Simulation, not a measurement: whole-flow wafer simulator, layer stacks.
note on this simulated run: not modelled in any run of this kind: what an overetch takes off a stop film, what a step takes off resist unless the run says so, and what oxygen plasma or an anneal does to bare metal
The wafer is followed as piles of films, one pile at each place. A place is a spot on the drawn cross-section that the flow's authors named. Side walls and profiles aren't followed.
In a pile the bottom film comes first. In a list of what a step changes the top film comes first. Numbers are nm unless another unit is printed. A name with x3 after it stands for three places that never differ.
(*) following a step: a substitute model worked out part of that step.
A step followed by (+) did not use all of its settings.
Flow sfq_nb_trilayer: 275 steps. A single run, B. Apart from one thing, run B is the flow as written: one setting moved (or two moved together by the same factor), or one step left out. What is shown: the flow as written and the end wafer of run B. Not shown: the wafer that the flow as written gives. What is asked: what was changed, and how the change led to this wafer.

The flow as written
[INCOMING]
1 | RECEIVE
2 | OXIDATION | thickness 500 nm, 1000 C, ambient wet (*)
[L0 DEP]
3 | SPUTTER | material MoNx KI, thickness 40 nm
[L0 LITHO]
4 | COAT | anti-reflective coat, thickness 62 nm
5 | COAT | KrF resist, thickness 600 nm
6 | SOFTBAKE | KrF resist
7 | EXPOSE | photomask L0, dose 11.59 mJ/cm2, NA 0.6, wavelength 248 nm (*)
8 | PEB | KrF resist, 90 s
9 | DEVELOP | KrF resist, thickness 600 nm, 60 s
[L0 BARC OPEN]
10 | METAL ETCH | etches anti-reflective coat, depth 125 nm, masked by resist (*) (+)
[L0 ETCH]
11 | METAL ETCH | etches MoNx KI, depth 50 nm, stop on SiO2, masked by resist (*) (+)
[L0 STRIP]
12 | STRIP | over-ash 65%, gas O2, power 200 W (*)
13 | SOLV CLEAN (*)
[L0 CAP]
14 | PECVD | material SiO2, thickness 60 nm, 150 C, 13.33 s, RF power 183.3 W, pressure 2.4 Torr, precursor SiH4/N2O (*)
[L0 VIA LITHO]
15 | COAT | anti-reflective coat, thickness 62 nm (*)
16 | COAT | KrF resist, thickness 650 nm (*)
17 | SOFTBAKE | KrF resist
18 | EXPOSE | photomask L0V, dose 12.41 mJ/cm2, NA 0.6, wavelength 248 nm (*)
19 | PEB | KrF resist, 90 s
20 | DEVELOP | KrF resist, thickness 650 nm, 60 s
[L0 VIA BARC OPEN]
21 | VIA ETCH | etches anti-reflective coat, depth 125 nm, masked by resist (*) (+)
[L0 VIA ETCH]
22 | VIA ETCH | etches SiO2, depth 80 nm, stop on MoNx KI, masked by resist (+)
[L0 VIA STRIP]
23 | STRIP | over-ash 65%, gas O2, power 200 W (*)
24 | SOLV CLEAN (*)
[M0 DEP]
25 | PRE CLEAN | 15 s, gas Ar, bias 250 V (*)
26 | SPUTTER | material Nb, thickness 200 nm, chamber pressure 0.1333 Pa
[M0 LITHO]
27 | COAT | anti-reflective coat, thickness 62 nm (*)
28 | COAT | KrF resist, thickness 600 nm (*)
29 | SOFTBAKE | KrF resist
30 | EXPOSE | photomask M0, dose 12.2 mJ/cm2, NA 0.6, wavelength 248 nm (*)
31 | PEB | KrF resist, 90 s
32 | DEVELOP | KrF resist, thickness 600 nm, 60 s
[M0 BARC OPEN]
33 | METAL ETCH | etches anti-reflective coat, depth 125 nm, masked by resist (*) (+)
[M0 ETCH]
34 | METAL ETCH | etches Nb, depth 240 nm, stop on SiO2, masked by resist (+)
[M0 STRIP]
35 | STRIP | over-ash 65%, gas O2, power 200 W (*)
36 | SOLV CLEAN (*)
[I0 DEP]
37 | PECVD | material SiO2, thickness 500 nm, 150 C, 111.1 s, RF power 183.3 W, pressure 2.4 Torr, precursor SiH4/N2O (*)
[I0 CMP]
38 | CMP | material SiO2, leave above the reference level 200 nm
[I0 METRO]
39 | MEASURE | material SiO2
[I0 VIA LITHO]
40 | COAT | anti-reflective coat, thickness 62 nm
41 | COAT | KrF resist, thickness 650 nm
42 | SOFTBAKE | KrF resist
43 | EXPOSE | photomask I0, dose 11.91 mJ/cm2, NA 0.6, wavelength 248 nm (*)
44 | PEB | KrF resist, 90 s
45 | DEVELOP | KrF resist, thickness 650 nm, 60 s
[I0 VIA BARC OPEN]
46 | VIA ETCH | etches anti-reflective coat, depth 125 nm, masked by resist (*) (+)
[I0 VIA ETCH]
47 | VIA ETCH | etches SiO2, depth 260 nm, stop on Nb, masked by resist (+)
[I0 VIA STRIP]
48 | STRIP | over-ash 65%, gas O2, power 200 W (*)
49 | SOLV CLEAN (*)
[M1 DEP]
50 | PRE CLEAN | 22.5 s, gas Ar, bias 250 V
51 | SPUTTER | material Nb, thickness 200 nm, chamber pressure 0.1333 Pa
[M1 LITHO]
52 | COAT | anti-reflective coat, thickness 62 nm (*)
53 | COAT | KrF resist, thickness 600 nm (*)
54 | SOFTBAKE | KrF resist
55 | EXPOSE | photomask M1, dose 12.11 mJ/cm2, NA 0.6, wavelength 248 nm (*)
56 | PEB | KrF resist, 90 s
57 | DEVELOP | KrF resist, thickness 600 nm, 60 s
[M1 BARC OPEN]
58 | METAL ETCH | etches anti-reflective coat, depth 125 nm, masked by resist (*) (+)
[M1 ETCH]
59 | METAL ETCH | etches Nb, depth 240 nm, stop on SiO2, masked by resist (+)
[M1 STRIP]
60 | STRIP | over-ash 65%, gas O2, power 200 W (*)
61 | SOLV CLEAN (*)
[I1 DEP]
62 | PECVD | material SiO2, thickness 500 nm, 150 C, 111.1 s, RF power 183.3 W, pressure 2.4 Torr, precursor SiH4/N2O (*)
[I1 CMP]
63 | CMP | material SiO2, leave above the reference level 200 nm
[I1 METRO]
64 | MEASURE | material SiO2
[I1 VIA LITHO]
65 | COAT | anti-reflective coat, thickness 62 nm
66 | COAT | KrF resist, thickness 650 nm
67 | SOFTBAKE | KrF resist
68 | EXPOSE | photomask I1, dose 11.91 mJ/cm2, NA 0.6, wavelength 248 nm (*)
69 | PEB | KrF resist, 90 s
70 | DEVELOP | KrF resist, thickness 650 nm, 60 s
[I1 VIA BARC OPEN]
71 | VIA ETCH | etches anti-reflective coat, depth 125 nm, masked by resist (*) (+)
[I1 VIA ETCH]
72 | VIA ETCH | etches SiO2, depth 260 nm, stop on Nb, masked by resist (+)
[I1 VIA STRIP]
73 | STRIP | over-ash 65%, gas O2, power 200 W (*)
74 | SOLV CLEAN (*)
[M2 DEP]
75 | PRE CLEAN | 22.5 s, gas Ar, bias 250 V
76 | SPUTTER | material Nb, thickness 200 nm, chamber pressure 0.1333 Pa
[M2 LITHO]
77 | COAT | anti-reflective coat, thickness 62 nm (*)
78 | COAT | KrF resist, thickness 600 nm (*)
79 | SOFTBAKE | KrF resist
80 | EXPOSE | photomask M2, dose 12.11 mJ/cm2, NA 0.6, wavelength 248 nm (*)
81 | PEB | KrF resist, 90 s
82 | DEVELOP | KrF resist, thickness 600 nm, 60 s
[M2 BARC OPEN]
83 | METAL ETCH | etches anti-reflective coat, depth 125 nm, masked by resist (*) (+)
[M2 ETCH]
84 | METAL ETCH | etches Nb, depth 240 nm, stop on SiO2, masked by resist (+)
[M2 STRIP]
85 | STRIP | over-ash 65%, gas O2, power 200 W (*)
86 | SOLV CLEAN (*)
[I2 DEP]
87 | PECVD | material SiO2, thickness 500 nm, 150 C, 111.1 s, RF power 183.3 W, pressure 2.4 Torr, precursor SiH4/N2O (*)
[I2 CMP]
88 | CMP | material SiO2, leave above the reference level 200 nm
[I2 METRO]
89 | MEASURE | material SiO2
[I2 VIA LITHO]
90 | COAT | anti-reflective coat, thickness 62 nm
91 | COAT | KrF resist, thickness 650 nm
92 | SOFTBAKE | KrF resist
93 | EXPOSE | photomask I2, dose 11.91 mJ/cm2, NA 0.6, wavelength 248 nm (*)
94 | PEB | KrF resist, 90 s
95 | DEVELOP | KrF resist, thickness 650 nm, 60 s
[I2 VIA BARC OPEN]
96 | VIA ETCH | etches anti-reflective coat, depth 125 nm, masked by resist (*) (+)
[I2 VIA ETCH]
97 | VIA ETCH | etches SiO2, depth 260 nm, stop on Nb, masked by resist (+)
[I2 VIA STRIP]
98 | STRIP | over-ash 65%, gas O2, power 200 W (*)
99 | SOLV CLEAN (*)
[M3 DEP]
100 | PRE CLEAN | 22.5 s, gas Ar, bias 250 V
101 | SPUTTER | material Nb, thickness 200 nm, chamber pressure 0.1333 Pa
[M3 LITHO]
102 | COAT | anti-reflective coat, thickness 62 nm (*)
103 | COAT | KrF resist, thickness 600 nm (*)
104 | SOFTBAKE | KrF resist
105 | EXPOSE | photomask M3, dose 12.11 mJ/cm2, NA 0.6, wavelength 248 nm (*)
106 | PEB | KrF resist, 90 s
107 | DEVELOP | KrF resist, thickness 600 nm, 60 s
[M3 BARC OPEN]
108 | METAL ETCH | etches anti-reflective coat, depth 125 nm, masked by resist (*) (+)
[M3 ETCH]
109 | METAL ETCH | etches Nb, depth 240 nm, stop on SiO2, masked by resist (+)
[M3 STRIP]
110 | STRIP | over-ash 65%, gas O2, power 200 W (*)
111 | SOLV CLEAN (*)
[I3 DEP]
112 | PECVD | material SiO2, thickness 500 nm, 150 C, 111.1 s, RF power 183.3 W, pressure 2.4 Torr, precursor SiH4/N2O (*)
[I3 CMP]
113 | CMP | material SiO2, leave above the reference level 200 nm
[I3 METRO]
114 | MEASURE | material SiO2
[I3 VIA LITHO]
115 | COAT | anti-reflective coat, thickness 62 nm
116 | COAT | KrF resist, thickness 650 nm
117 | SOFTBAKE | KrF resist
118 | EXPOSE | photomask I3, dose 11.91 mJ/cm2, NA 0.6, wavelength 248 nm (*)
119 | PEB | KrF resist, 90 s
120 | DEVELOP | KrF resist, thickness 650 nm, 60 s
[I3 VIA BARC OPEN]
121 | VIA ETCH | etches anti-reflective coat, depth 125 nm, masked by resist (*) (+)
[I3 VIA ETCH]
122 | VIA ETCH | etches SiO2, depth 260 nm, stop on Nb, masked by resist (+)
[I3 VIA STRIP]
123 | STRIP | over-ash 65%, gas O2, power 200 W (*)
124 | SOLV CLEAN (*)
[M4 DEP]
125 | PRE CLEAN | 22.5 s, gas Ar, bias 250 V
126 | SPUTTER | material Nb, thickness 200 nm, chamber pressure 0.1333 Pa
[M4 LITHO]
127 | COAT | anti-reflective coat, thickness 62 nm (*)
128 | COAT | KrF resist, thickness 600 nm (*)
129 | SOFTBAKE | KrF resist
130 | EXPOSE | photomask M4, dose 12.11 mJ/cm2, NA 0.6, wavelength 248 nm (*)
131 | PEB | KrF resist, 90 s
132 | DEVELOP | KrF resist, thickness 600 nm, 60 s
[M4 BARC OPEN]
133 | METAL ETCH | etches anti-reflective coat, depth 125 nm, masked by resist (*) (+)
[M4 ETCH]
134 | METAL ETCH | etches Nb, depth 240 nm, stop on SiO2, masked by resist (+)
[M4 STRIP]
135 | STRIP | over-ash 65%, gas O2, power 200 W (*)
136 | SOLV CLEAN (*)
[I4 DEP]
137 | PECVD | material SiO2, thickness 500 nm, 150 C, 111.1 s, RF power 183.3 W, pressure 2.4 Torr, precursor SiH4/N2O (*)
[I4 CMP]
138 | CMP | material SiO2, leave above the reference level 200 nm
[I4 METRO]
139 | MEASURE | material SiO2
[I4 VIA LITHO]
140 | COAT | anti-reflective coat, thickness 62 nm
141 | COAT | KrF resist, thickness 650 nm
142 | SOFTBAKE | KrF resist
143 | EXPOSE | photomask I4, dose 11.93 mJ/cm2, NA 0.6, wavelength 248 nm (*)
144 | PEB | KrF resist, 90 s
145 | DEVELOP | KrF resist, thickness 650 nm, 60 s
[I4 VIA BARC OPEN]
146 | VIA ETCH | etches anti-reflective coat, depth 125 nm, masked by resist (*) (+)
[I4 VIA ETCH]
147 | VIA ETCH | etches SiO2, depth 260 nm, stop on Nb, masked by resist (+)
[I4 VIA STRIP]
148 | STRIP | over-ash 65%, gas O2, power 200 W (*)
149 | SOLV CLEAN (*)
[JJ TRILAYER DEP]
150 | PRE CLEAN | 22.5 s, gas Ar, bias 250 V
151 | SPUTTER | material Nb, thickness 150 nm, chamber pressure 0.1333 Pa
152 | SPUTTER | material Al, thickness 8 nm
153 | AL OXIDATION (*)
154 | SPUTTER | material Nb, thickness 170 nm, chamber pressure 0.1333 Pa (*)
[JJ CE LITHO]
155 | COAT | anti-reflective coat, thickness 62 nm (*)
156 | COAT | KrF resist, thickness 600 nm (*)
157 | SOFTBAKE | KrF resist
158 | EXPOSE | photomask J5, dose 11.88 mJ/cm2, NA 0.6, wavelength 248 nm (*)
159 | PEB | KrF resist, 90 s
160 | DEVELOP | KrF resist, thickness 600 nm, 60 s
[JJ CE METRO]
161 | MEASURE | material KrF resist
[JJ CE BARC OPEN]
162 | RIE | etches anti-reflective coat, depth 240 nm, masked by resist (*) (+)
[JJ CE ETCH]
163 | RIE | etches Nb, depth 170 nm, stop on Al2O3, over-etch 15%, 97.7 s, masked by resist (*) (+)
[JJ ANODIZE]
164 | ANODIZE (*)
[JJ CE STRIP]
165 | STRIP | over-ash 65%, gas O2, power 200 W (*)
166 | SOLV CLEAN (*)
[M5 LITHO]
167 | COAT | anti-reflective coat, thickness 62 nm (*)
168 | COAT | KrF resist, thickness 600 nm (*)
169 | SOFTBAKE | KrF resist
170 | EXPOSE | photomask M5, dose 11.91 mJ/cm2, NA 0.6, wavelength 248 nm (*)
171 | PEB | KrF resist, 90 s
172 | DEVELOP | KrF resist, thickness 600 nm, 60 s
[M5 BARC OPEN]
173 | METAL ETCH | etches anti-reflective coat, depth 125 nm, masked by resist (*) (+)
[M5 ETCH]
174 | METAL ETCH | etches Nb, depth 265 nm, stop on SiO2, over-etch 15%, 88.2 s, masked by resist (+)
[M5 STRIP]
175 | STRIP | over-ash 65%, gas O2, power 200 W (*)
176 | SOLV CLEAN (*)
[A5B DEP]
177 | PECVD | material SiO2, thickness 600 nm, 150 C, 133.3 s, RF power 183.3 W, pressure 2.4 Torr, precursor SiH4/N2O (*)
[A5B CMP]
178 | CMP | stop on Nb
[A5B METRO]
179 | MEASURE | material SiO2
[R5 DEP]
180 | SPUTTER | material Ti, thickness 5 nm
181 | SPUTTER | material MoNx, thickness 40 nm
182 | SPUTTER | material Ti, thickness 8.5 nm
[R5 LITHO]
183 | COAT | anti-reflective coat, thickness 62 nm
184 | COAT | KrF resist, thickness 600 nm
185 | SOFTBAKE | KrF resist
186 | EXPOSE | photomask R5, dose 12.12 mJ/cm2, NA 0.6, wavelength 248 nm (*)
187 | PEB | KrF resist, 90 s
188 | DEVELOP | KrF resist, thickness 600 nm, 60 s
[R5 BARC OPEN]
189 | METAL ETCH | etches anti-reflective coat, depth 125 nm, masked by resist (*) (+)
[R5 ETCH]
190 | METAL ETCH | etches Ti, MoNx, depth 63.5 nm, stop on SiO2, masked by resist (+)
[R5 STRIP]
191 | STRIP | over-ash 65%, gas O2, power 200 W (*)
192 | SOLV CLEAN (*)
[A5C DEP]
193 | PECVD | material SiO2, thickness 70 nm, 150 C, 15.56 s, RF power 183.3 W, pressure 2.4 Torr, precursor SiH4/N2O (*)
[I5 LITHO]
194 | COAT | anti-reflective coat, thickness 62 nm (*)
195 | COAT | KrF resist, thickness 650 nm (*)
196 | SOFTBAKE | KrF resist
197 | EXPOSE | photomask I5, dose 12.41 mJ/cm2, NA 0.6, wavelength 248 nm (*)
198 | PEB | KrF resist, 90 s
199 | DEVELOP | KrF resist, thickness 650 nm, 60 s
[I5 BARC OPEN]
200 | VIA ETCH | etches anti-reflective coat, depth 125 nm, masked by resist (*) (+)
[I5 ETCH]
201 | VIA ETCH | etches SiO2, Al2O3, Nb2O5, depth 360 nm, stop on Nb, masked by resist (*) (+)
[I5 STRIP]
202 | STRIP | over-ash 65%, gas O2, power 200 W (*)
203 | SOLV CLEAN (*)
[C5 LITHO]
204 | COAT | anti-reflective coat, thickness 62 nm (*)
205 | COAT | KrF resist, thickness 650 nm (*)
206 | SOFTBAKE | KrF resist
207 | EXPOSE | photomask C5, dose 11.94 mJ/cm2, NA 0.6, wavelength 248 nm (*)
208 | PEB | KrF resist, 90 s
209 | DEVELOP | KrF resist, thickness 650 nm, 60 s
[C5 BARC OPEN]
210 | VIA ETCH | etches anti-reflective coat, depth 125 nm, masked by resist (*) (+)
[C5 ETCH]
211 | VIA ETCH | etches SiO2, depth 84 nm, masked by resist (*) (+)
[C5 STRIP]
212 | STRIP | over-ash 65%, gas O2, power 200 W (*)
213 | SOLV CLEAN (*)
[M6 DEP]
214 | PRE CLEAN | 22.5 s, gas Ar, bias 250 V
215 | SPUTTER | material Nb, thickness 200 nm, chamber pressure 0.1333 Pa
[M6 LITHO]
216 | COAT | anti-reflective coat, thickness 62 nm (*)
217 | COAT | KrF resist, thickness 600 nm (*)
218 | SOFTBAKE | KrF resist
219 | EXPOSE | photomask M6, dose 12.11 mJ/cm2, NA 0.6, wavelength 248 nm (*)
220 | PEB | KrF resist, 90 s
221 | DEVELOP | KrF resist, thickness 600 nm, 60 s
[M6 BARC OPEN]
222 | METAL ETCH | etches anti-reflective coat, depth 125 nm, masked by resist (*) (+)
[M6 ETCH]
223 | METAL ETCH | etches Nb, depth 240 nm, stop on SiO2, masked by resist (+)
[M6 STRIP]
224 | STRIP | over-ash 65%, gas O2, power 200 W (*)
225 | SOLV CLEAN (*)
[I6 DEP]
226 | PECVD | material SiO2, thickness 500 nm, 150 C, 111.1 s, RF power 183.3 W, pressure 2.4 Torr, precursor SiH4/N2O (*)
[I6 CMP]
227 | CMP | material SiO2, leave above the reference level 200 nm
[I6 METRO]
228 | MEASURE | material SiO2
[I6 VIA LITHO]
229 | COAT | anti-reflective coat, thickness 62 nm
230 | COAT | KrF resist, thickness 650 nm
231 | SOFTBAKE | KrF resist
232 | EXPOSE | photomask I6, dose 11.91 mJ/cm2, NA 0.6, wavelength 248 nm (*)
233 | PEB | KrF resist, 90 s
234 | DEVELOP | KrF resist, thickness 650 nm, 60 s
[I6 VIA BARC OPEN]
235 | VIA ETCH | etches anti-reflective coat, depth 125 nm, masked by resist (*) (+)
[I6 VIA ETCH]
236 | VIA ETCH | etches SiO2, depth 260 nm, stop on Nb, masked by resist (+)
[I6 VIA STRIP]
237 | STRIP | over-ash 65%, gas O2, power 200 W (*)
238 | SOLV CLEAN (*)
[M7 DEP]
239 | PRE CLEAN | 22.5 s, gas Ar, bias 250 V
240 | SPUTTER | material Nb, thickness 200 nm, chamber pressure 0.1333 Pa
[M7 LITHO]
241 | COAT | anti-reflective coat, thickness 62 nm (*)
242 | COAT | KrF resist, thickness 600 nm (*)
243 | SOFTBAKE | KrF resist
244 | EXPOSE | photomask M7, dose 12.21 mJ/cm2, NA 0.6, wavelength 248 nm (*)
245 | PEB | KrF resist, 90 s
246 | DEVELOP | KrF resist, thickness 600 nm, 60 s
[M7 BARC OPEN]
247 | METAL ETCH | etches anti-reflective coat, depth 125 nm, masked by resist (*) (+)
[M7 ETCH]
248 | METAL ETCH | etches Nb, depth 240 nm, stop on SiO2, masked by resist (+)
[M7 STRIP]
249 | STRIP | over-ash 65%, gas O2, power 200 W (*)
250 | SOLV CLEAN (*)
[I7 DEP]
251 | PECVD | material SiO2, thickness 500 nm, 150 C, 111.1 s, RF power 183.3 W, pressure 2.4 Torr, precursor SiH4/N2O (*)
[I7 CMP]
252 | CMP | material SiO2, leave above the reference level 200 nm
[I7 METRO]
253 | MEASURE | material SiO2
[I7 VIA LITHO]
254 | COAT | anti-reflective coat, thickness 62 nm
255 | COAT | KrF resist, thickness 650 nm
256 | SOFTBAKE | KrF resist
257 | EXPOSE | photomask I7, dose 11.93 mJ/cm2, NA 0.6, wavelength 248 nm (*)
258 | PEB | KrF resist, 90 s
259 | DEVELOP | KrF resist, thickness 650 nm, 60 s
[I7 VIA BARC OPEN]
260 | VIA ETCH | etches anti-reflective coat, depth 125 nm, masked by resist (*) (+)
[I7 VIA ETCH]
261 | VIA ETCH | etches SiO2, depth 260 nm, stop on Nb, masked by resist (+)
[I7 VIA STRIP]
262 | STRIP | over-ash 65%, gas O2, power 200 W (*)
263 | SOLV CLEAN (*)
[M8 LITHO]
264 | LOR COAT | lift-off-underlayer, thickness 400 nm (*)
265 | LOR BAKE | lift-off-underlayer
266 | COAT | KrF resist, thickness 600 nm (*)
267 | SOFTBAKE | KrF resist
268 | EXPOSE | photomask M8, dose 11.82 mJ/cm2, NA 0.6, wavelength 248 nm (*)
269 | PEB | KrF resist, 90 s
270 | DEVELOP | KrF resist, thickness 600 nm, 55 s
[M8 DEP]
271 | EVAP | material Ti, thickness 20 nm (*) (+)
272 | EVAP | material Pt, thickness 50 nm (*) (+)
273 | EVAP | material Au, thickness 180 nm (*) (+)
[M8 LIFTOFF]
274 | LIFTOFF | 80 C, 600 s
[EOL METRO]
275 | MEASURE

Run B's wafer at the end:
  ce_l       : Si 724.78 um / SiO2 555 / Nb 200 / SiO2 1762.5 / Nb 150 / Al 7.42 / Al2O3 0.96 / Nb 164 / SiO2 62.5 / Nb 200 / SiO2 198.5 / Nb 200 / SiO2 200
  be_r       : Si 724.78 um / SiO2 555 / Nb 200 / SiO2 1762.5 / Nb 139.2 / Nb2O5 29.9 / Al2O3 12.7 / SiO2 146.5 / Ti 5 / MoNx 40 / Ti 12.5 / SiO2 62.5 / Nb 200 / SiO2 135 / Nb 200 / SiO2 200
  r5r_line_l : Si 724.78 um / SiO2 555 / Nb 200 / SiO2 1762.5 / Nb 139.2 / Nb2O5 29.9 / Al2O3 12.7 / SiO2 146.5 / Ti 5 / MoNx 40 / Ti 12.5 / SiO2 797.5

What caused this: step 182, SPUTTER: thickness 12.5 nm was run, whereas the flow has thickness 8.5 nm.
The wafer itself shows it: be_r has Ti 12.5, and step 182 as written asks for 8.5 nm.

Step by step, how the change led to this:
  182 | SPUTTER | material Ti, thickness 8.5 nm
      field_l, v_sur, via_wl and 103 more: Ti gains 12.5 (new film) (as written it would have been: Ti gains 8.5 (new film))
  190 | METAL ETCH | etches Ti, MoNx, depth 63.5 nm, stop on SiO2, masked by resist (+)
      field_l, v_sur, via_wl and 92 more: Ti loses 12.5 (all of it), MoNx loses 40 (all of it), Ti loses 5 (all of it) (as written it would have been: Ti loses 8.5 (all of it), MoNx loses 40 (all of it), Ti loses 5 (all of it))
      ce_l, c5j, ce_r, wl_jj: Ti loses 12.5 (all of it), MoNx loses 40 (all of it), Ti loses 5 (all of it), Nb loses 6 (as written it would have been: Ti loses 8.5 (all of it), MoNx loses 40 (all of it), Ti loses 5 (all of it), Nb loses 10)
  194 | COAT | anti-reflective coat, thickness 62 nm (*)
      ce_l: anti-reflective coat gains 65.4 (new film) (as written it would have been: anti-reflective coat gains 67.2 (new film))
      ce_r: anti-reflective coat gains 66.1 (new film) (as written it would have been: anti-reflective coat gains 68.1 (new film))
      (as well as at 1 more place)
  202 | STRIP | over-ash 65%, gas O2, power 200 W (*)
      ce_l: KrF resist loses 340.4 (all of it), anti-reflective coat loses 65.4 (all of it) (as written it would have been: KrF resist loses 341.5 (all of it), anti-reflective coat loses 67.2 (all of it))
      ce_r: KrF resist loses 345.6 (all of it), anti-reflective coat loses 66.1 (all of it) (as written it would have been: KrF resist loses 346.1 (all of it), anti-reflective coat loses 68.1 (all of it))
      (as well as at 1 more place)
  204 | COAT | anti-reflective coat, thickness 62 nm (*)
      ce_l: anti-reflective coat gains 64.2 (new film) (as written it would have been: anti-reflective coat gains 66 (new film))
      ce_r: anti-reflective coat gains 65.2 (new film) (as written it would have been: anti-reflective coat gains 67.2 (new film))
      (as well as at 1 more place)
  212 | STRIP | over-ash 65%, gas O2, power 200 W (*)
      ce_l: KrF resist loses 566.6 (all of it), anti-reflective coat loses 64.2 (all of it) (as written it would have been: KrF resist loses 567.4 (all of it), anti-reflective coat loses 66 (all of it))
      ce_r: KrF resist loses 573.6 (all of it), anti-reflective coat loses 65.2 (all of it) (as written it would have been: KrF resist loses 573.7 (all of it), anti-reflective coat loses 67.2 (all of it))
      (as well as at 1 more place)
  216 | COAT | anti-reflective coat, thickness 62 nm (*)
      r5r_spacepad_l, r5r_spacepad_r: anti-reflective coat gains 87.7 (new film) (as written it would have been: anti-reflective coat gains 85.7 (new film))
      ce_l: anti-reflective coat gains 46.8 (new film) (as written it would have been: anti-reflective coat gains 48 (new film))
      (as well as at 2 more places)
  222 | METAL ETCH | etches anti-reflective coat, depth 125 nm, masked by resist (*) (+)
      r5r_spacepad_l, r5r_spacepad_r: anti-reflective coat loses 87.7 (all of it) (as written it would have been: anti-reflective coat loses 85.7 (all of it))
  224 | STRIP | over-ash 65%, gas O2, power 200 W (*)
      ce_l: KrF resist loses 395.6 (all of it), anti-reflective coat loses 46.8 (all of it) (as written it would have been: KrF resist loses 397.1 (all of it), anti-reflective coat loses 48 (all of it))
      ce_r: KrF resist loses 402.5 (all of it), anti-reflective coat loses 47.5 (all of it) (as written it would have been: KrF resist loses 403.5 (all of it), anti-reflective coat loses 48.8 (all of it))
      (as well as at 1 more place)
  227 | CMP | material SiO2, leave above the reference level 200 nm
      r5r_line_l, r5r_spacepad_l, r5r_spacepad_r, r5r_line_c, r5r_line_r: SiO2 loses 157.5 (as written it would have been: SiO2 loses 153.5)
